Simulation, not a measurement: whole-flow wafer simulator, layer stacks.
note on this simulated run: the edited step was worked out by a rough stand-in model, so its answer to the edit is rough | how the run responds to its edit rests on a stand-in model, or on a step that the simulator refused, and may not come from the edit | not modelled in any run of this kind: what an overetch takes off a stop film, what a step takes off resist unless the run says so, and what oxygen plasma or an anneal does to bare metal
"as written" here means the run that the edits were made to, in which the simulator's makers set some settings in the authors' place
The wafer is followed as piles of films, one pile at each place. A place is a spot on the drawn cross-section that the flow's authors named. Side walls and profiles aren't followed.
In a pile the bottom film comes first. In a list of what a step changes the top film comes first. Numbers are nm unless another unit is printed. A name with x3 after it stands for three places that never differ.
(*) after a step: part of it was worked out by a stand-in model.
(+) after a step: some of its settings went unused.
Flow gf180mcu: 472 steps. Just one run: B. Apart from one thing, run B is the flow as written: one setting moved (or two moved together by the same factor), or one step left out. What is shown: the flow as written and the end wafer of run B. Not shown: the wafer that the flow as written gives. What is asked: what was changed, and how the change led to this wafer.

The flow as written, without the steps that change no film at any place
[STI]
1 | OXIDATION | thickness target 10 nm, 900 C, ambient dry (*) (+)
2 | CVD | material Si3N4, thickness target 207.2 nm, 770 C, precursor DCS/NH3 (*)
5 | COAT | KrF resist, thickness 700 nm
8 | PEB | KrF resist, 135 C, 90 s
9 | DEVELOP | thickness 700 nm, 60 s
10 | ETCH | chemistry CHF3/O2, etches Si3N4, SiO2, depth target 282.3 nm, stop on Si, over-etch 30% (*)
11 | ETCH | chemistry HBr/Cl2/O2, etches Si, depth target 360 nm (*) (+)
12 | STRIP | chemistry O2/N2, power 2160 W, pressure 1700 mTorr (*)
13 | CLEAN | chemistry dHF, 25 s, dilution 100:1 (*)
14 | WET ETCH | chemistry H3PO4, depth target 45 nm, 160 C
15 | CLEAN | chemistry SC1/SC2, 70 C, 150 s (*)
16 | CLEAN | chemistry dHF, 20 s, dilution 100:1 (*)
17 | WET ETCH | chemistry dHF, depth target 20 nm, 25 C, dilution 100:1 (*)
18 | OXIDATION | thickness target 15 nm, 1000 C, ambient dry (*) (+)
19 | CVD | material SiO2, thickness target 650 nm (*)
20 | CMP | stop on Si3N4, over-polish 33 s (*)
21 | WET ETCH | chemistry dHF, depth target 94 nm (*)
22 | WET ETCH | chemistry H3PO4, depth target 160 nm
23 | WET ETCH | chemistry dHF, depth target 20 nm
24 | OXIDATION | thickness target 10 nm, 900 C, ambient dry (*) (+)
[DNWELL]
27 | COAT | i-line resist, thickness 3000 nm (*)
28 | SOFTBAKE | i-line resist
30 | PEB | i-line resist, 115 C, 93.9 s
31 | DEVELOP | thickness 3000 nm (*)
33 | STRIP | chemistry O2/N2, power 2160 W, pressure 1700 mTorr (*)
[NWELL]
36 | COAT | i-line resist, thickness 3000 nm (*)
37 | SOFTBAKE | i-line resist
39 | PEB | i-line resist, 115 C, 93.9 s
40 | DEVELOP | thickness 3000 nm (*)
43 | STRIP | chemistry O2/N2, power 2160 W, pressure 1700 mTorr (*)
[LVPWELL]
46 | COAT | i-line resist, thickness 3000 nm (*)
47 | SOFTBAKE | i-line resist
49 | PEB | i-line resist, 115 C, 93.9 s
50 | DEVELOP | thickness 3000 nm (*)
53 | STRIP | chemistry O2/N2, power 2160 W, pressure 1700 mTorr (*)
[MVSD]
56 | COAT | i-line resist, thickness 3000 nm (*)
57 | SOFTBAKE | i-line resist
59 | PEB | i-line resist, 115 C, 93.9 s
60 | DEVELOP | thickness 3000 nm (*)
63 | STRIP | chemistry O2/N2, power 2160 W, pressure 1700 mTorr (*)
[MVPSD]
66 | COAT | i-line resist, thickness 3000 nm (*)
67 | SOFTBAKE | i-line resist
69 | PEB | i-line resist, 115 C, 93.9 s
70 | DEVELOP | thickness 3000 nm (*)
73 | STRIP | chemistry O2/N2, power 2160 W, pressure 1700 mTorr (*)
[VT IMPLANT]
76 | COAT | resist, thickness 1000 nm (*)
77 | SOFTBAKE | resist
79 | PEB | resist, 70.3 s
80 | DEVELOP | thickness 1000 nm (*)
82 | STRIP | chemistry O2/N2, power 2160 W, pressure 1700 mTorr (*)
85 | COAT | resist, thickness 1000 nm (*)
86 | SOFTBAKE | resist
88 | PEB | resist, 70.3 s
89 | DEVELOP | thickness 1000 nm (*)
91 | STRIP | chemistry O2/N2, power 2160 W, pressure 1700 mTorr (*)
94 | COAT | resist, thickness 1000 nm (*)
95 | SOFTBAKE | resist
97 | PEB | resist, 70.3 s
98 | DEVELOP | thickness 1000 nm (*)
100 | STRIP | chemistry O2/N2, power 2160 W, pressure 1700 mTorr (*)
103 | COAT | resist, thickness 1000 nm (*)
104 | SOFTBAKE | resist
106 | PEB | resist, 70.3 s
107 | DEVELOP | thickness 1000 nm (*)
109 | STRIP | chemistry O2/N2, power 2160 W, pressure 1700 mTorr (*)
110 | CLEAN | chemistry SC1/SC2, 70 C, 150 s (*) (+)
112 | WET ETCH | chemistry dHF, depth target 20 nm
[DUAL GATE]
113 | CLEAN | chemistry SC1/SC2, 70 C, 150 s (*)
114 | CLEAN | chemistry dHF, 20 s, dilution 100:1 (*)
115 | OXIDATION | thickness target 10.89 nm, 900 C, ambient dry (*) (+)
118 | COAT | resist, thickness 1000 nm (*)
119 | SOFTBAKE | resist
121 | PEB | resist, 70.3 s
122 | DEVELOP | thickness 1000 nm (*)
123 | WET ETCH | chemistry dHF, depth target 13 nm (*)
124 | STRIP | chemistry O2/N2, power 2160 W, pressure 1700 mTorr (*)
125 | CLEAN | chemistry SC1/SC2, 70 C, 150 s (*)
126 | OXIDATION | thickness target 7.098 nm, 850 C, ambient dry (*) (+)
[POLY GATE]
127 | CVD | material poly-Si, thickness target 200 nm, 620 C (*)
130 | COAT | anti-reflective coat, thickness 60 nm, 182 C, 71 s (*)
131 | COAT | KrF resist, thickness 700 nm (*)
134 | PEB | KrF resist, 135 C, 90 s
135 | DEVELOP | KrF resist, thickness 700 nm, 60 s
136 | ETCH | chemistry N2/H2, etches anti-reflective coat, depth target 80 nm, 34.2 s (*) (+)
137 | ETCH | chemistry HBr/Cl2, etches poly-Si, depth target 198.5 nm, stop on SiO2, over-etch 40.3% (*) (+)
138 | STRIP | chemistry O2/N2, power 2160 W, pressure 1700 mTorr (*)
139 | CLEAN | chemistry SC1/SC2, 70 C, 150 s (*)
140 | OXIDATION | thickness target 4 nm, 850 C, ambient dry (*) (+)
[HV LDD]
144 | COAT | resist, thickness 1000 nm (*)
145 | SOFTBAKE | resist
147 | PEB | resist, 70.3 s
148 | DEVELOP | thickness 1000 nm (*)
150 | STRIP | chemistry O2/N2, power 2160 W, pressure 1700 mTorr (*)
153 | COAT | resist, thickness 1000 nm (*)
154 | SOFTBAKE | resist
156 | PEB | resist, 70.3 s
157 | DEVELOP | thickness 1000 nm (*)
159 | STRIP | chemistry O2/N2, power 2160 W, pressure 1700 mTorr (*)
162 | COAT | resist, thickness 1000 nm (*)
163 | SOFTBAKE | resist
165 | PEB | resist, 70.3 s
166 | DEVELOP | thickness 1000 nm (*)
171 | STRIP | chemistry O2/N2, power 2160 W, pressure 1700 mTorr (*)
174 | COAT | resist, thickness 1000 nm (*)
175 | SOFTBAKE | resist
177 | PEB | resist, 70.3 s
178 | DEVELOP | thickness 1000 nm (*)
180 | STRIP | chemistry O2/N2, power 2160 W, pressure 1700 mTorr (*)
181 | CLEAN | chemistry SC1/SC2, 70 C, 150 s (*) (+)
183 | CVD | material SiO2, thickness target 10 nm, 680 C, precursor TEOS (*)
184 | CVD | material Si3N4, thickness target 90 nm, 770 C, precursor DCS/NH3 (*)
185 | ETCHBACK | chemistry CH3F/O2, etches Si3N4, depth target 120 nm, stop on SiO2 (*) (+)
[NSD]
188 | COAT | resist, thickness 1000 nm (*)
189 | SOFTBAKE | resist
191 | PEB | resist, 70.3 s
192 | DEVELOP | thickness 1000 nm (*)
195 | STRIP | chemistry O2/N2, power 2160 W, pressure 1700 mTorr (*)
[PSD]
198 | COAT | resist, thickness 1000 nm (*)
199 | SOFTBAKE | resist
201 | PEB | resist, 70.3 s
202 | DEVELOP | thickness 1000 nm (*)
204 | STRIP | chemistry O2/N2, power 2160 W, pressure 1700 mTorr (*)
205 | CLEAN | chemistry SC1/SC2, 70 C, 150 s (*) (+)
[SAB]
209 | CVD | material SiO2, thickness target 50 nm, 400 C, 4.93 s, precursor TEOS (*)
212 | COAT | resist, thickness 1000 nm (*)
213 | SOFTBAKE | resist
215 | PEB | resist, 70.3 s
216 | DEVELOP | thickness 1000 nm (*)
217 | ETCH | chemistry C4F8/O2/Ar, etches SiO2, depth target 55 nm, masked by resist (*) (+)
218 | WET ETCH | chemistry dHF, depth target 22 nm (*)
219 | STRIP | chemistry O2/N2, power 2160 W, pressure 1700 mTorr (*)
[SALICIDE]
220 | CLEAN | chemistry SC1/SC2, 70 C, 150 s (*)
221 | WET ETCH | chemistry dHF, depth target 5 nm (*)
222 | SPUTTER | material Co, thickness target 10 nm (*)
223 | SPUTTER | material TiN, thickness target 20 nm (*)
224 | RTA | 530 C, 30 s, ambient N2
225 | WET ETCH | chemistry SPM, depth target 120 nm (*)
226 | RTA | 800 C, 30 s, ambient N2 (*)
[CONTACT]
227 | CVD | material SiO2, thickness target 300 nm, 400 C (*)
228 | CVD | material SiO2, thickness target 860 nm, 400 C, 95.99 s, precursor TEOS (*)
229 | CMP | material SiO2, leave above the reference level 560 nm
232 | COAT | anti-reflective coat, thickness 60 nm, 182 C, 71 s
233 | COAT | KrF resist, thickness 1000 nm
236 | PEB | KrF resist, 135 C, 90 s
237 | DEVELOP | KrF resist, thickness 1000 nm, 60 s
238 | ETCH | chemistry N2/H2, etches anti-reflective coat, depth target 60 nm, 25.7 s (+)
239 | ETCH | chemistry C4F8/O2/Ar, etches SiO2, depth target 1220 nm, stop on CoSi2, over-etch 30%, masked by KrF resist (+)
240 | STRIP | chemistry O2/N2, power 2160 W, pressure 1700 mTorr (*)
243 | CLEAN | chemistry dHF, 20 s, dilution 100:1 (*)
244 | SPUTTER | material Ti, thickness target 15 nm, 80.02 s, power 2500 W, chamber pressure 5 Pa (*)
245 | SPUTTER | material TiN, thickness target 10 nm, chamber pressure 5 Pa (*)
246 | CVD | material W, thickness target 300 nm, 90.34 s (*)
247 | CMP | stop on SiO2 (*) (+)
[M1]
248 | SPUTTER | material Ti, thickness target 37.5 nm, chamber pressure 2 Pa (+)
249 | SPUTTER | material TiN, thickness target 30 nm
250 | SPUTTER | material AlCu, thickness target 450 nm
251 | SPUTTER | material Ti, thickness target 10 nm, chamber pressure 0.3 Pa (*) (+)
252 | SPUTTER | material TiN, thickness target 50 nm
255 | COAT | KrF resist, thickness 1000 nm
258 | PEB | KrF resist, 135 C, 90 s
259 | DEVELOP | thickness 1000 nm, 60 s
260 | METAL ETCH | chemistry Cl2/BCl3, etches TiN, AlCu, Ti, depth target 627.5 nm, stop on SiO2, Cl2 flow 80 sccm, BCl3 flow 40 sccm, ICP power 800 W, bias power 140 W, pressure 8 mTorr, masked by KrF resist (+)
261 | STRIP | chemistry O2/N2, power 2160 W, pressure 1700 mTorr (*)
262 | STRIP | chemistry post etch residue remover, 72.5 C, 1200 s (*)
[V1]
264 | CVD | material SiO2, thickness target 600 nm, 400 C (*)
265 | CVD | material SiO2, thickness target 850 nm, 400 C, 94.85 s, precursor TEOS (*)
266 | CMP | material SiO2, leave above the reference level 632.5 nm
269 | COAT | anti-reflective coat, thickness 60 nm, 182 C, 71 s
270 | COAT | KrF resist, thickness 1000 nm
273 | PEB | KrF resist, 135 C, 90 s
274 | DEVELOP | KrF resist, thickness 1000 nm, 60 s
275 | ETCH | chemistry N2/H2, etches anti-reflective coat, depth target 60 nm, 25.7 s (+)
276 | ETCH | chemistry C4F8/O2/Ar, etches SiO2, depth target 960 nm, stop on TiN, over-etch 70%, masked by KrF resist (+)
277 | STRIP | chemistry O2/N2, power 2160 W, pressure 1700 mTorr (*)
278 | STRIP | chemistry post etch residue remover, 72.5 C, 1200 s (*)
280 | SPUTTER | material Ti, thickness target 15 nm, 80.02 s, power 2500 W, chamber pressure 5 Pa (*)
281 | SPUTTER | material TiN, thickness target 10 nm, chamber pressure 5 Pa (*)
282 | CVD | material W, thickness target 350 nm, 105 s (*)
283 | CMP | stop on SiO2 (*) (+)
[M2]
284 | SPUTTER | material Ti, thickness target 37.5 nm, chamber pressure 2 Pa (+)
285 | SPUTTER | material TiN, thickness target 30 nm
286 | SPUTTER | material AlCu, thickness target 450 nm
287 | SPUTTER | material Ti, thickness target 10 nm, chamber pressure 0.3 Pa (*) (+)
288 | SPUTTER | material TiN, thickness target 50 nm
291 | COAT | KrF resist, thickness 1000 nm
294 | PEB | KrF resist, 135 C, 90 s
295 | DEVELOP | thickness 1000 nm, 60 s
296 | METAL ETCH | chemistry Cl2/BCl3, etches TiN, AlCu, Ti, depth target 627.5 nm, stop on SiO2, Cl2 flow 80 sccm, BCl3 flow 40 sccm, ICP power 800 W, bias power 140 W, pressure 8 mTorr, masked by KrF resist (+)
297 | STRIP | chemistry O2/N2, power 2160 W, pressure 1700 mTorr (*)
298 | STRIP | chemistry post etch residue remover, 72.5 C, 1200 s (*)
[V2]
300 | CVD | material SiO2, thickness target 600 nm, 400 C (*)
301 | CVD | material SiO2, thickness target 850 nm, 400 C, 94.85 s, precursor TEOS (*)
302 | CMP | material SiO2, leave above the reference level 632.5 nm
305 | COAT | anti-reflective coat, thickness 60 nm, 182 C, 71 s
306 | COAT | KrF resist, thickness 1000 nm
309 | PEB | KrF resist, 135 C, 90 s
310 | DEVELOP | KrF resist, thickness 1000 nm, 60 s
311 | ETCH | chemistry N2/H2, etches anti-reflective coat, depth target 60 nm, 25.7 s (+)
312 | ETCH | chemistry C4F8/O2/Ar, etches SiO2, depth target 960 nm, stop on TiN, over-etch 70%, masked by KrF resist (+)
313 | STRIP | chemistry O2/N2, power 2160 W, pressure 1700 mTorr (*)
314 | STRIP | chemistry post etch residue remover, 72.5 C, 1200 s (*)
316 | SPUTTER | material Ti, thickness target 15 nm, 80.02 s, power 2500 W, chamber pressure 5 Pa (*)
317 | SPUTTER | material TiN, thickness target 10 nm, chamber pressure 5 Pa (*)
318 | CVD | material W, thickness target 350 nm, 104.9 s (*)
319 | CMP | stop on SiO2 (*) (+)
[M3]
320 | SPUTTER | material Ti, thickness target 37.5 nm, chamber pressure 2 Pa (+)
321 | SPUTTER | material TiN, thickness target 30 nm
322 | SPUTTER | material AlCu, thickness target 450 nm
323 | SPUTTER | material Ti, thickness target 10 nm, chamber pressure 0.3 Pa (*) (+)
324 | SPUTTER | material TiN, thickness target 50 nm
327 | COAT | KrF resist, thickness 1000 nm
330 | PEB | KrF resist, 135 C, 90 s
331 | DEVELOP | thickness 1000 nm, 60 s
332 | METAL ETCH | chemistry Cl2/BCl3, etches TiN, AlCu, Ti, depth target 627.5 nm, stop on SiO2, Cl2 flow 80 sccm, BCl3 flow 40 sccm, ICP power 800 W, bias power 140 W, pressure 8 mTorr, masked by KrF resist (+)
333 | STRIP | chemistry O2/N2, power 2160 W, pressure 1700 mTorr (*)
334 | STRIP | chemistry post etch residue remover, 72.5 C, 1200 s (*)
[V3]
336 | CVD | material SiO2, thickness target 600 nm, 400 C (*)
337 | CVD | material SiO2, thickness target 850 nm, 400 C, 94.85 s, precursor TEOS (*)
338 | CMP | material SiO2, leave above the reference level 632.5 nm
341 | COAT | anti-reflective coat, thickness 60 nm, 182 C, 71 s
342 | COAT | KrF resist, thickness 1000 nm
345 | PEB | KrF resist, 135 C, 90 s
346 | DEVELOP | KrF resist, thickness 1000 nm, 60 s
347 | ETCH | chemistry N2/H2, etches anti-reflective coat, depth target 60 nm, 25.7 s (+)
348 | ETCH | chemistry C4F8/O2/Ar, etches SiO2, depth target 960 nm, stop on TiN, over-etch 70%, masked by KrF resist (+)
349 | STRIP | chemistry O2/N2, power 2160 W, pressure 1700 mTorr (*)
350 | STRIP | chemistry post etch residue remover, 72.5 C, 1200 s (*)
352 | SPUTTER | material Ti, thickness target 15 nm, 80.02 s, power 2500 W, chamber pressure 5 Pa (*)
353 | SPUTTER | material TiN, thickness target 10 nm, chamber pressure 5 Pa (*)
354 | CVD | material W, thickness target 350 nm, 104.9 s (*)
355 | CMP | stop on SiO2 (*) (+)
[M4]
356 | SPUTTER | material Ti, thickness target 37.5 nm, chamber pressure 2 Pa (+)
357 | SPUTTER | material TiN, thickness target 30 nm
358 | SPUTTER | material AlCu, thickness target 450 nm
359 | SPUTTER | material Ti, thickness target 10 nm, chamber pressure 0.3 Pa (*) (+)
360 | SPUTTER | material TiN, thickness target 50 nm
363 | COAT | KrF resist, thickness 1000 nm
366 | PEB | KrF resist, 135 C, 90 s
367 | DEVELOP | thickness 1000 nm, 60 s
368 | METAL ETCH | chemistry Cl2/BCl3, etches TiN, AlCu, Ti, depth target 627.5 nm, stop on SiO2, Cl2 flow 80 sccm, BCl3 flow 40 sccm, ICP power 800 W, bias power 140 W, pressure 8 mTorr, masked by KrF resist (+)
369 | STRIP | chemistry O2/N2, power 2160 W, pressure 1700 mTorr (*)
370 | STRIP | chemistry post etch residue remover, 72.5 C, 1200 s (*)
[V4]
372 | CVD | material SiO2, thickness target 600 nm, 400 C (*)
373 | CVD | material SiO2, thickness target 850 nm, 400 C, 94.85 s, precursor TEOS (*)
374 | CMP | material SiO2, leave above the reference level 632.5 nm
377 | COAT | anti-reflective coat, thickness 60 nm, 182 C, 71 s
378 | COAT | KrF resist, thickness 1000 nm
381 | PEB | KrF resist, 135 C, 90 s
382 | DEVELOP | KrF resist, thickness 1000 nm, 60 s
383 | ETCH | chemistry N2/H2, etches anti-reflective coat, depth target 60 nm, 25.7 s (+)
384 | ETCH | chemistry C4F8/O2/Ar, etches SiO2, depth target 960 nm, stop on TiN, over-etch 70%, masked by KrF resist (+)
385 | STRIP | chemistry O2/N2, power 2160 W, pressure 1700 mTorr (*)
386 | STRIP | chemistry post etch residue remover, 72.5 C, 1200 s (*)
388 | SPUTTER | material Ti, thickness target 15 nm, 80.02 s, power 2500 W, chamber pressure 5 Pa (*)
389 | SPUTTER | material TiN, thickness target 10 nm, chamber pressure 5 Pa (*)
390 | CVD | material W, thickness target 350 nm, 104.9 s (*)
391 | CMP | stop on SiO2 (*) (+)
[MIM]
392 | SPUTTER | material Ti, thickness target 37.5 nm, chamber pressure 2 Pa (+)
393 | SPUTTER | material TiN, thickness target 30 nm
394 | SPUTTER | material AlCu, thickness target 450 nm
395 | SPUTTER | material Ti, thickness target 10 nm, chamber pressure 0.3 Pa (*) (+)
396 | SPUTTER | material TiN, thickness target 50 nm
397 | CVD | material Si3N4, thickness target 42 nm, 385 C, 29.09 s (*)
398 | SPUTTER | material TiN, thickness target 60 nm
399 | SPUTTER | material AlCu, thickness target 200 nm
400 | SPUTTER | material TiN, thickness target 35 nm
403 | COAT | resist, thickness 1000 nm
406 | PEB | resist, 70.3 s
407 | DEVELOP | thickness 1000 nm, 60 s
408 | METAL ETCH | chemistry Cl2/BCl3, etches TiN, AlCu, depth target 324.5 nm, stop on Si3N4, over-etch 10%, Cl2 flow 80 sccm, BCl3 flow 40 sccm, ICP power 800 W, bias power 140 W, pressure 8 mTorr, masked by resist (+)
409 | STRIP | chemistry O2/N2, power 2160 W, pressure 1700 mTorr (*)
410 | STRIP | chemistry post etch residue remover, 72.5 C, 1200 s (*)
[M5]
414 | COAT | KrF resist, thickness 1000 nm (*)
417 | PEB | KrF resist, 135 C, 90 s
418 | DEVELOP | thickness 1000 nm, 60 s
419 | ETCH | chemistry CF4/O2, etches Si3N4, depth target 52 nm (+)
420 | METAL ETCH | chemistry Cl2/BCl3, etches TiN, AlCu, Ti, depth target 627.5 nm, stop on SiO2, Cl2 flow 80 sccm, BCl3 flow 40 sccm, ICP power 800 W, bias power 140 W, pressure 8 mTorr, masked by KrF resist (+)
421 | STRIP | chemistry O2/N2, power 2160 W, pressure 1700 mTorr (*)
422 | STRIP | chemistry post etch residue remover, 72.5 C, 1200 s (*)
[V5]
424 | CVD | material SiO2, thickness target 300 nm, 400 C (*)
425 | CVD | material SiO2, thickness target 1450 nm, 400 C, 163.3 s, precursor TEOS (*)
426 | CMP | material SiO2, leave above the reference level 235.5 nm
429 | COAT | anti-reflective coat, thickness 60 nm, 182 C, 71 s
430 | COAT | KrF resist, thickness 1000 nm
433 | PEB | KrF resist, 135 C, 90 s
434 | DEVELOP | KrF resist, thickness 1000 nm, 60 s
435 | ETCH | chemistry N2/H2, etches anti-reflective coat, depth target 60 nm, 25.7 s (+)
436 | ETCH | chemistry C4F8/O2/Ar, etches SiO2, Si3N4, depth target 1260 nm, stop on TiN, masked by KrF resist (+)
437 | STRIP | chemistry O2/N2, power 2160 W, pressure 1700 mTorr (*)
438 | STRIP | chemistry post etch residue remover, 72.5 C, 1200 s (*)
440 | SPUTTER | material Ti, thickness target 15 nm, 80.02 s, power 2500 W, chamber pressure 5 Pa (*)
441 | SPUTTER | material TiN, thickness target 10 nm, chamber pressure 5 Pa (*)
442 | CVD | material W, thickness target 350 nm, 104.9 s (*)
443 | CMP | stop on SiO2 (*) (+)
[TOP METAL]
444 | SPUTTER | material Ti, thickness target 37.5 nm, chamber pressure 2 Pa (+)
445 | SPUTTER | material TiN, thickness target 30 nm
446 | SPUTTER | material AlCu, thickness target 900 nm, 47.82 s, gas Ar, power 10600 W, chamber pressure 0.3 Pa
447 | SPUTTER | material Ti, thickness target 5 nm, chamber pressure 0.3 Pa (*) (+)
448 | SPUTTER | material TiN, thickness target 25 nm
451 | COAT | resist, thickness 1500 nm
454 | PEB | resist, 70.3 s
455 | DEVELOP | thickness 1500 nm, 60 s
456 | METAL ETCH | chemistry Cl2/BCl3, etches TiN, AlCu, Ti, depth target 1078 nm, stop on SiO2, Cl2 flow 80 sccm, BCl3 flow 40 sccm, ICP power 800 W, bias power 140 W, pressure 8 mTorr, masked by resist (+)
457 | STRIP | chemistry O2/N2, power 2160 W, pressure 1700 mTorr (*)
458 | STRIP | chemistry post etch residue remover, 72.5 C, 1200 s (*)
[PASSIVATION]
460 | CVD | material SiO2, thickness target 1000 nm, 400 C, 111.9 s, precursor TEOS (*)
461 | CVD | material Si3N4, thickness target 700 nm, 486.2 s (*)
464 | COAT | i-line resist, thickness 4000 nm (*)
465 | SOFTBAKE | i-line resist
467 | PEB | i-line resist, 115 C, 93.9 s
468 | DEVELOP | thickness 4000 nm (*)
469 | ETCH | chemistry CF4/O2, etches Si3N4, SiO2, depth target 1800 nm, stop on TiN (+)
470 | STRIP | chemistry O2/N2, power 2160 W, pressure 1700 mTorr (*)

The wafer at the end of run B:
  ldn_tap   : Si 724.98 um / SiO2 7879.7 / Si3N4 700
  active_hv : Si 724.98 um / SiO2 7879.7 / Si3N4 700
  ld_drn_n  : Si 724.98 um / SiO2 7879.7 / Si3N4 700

The reason: step 218, WET ETCH: depth target 11.2 nm was run, whereas the flow has depth target 22 nm.

How this came from the change, step by step:
  218 | WET ETCH | chemistry dHF, depth target 22 nm (*)
      ldn_tap, ldn_src, ldn_drn, ldp_tap, ldp_src, ldp_drn, ldp_gr: SiO2 loses 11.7 (in the flow as written it would be: SiO2 loses 16 (all of it))
      ld_drn_n, ld_sd_p: SiO2 loses 11.4 (in the flow as written it would be: SiO2 loses 14.8 (all of it))
      (and at 56 other places as well)
  219 | STRIP | chemistry O2/N2, power 2160 W, pressure 1700 mTorr (*)
      active_hv, active_nat, ld_sd_n and 11 more: nothing (in the flow as written it would be: chemical SiO2 gains 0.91 (new film), Si loses 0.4)
  220 | CLEAN | chemistry SC1/SC2, 70 C, 150 s (*)
      ld_drn_p: SiO2 loses 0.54 (all of it) (in the flow as written it would be: chemical SiO2 loses 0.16, Si loses 0.23)
  221 | WET ETCH | chemistry dHF, depth target 5 nm (*)
      active_hv, active_nat, ld_drn_n and 9 more: SiO2 loses 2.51 (in the flow as written it would be: chemical SiO2 loses 0.76 (all of it))
      ld_sd_n: SiO2 loses 2.44 (all of it) (in the flow as written it would be: chemical SiO2 loses 0.76 (all of it))
      (and at 1 other place as well)
  223 | SPUTTER | material TiN, thickness target 20 nm (*)
      field__w12: TiN gains 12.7 (new film) (in the flow as written it would be: TiN gains 12 (new film))
      ld_sd_n: TiN gains 16.3 (new film) (in the flow as written it would be: TiN gains 15.5 (new film))
  224 | RTA | 530 C, 30 s, ambient N2
      ldn_tap, ldn_src, ldn_drn, ldp_tap, ldp_src, ldp_drn, ldp_gr: nothing (in the flow as written it would be: under 1 film: CoSi gains 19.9 (new film), Co loses 10 (all of it), Si loses 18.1)
      active_hv: nothing (in the flow as written it would be: under 1 film: CoSi gains 19 (new film), Co loses 9.55 (all of it), Si loses 17.3)
      (and at 3 other places as well)
  225 | WET ETCH | chemistry SPM, depth target 120 nm (*)
      ldn_tap, ldn_src, ldn_drn, ldp_tap, ldp_src, ldp_drn, ldp_gr: TiN loses 20 (all of it), Co loses 10 (all of it) (in the flow as written it would be: TiN loses 20 (all of it))
      active_hv: TiN loses 19 (all of it), Co loses 9.55 (all of it) (in the flow as written it would be: TiN loses 19 (all of it))
      (and at 5 other places as well)
  226 | RTA | 800 C, 30 s, ambient N2 (*)
      ldn_tap, ldn_src, ldn_drn, ldp_tap, ldp_src, ldp_drn, ldp_gr: nothing (in the flow as written it would be: CoSi2 gains 35 (new film), CoSi loses 19.9 (all of it), Si loses 18.1)
      active_hv: nothing (in the flow as written it would be: CoSi2 gains 33.4 (new film), CoSi loses 19 (all of it), Si loses 17.3)
      (and at 3 other places as well)
  227 | CVD | material SiO2, thickness target 300 nm, 400 C (*)
      active_hv, ld_drn_n, ld_sd_p and 8 more: SiO2 gains 300 (in the flow as written it would be: SiO2 gains 300 (new film))
  229 | CMP | material SiO2, leave above the reference level 560 nm
      ldn_sep__w1, ldn_sep__w2, ldn_dft and 8 more: SiO2 loses 322.9 (in the flow as written it would be: SiO2 loses 311)
      sti, mim_1p0, pad, dice_street, iso_nw_fld, iso_fld_sub: SiO2 loses 308.7 (in the flow as written it would be: SiO2 loses 296.8)
      (and at 34 other places as well)
Taking metal films that touch as one body, ldn_tap has 0 bodies; the flow as written gives 1 body.
Taking metal films that touch as one body, active_hv has 0 bodies; the flow as written gives 1 body.
Taking metal films that touch as one body, ld_drn_n has 0 bodies; the flow as written gives 1 body.
